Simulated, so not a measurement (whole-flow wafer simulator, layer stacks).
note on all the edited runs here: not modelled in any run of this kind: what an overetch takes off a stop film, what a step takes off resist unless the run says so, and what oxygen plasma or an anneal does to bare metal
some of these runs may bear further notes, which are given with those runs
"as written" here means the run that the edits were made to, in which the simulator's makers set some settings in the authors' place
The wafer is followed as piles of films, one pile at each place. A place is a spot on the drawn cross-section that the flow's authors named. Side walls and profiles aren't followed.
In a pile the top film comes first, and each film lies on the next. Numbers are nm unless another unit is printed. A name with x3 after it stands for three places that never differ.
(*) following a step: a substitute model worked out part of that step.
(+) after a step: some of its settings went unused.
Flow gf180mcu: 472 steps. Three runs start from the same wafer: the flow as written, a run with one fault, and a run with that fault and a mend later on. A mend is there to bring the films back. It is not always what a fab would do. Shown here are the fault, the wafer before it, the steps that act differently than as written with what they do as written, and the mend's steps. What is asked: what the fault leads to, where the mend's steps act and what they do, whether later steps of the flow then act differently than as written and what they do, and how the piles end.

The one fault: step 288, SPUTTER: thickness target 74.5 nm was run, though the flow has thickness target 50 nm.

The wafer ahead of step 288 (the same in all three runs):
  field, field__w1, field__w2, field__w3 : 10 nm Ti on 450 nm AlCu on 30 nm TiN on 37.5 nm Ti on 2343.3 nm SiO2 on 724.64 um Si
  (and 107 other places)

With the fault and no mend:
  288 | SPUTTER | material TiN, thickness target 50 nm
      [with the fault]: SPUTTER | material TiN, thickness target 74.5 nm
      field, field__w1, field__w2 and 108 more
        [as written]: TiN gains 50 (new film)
        [with the fault]: TiN gains 74.5 (new film)
  Later steps of the flow acting differently than as written (3 more steps, not shown, differ only slightly: by at most 2% or 0.5 nm, whichever is larger):
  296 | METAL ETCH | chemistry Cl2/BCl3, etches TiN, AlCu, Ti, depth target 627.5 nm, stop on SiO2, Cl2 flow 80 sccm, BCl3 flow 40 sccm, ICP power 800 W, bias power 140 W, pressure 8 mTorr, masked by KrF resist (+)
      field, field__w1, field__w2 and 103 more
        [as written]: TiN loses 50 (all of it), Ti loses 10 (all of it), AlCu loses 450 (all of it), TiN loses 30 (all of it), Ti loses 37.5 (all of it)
        [with the fault]: TiN loses 74.5 (all of it), Ti loses 10 (all of it), AlCu loses 450 (all of it), TiN loses 30 (all of it), Ti loses 37.5 (all of it)
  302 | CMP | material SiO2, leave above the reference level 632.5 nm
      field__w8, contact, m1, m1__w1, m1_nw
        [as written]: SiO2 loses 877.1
        [with the fault]: SiO2 loses 901.6
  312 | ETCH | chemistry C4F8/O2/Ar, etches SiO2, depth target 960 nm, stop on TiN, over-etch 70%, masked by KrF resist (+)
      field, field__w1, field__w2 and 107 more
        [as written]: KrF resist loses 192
        [with the fault]: KrF resist loses 186.3
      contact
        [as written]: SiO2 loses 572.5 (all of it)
        [with the fault]: SiO2 loses 548 (all of it)
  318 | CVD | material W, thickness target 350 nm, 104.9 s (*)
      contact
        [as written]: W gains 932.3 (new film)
        [with the fault]: W gains 907.6 (new film)
  By the end, the piles at field__w8, contact, m1, m1__w1, m1_nw depart from the flow's by more than 2% or 0.5 nm, whichever is larger.
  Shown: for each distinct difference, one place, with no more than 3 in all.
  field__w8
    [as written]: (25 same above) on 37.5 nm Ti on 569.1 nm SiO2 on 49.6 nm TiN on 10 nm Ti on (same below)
    [with the fault]: (25 same above) on 37.5 nm Ti on 544.6 nm SiO2 on 74.1 nm TiN on 10 nm Ti on (same below)
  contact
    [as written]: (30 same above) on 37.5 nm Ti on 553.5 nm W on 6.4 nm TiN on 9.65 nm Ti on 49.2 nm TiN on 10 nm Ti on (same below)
    [with the fault]: (30 same above) on 37.5 nm Ti on 528.8 nm W on 6.5 nm TiN on 9.79 nm Ti on 73.7 nm TiN on 10 nm Ti on (same below)

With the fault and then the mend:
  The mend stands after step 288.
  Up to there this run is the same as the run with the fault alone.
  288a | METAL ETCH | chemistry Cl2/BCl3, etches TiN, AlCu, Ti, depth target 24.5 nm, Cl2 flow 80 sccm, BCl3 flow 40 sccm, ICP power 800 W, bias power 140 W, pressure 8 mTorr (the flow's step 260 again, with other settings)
      field, field__w1, field__w2 and 108 more
        TiN loses 24.5
  Every later step of the flow that is run acts as written at every place that is followed.
  The piles end the same as the flow's at every place that both follow.
